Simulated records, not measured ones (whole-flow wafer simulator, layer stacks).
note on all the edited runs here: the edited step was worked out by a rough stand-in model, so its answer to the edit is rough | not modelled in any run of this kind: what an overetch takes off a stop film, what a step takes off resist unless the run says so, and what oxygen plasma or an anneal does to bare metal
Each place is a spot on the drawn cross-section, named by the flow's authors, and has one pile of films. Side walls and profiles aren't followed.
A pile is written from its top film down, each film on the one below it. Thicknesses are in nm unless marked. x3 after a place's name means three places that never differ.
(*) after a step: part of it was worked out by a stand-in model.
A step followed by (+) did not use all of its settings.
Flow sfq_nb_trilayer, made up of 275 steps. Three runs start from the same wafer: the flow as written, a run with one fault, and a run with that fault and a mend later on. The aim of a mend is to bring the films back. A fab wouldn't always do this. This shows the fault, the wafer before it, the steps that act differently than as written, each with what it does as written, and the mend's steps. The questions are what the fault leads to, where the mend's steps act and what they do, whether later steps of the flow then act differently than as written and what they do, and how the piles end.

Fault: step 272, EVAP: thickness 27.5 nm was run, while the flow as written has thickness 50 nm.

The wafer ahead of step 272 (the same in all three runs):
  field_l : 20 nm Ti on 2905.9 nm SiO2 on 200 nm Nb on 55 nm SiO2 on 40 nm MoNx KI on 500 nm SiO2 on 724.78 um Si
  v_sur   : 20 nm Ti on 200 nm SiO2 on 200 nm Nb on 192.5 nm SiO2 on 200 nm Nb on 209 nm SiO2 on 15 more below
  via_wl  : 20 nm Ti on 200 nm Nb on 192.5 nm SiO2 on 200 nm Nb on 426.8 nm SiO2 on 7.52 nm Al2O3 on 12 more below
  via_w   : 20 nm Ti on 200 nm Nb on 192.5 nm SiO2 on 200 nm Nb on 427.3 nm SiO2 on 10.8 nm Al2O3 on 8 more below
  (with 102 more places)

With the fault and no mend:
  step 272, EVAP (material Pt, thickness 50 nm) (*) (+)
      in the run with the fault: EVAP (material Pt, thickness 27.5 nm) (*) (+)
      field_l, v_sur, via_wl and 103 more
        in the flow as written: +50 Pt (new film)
        in the run with the fault: +27.5 Pt (new film)
  Steps later in the flow that act otherwise than as written:
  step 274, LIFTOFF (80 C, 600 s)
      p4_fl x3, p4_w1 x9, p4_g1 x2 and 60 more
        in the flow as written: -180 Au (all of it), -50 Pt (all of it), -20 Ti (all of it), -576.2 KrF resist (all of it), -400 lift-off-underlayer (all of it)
        in the run with the fault: -180 Au (all of it), -27.5 Pt (all of it), -20 Ti (all of it), -576.2 KrF resist (all of it), -400 lift-off-underlayer (all of it)
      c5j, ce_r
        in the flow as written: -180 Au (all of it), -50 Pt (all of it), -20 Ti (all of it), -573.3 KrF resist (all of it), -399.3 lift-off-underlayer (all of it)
        in the run with the fault: -180 Au (all of it), -27.5 Pt (all of it), -20 Ti (all of it), -573.3 KrF resist (all of it), -399.3 lift-off-underlayer (all of it)
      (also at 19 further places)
  The piles end different from the flow's at field_l, v_sur, via_wl and 8 more by more than 2% or 0.5 nm, whichever is larger.
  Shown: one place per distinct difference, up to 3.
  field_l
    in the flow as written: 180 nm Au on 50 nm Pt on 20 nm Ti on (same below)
    in the run with the fault: 180 nm Au on 27.5 nm Pt on 20 nm Ti on (same below)

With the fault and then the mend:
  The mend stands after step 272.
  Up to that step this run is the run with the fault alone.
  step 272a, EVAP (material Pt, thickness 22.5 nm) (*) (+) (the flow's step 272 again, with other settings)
      field_l, v_sur, via_wl and 103 more
        +22.5 Pt
  Later steps of the flow that are run all act as written at every place that is followed.
  The piles end the same as the flow's at every place that both follow.
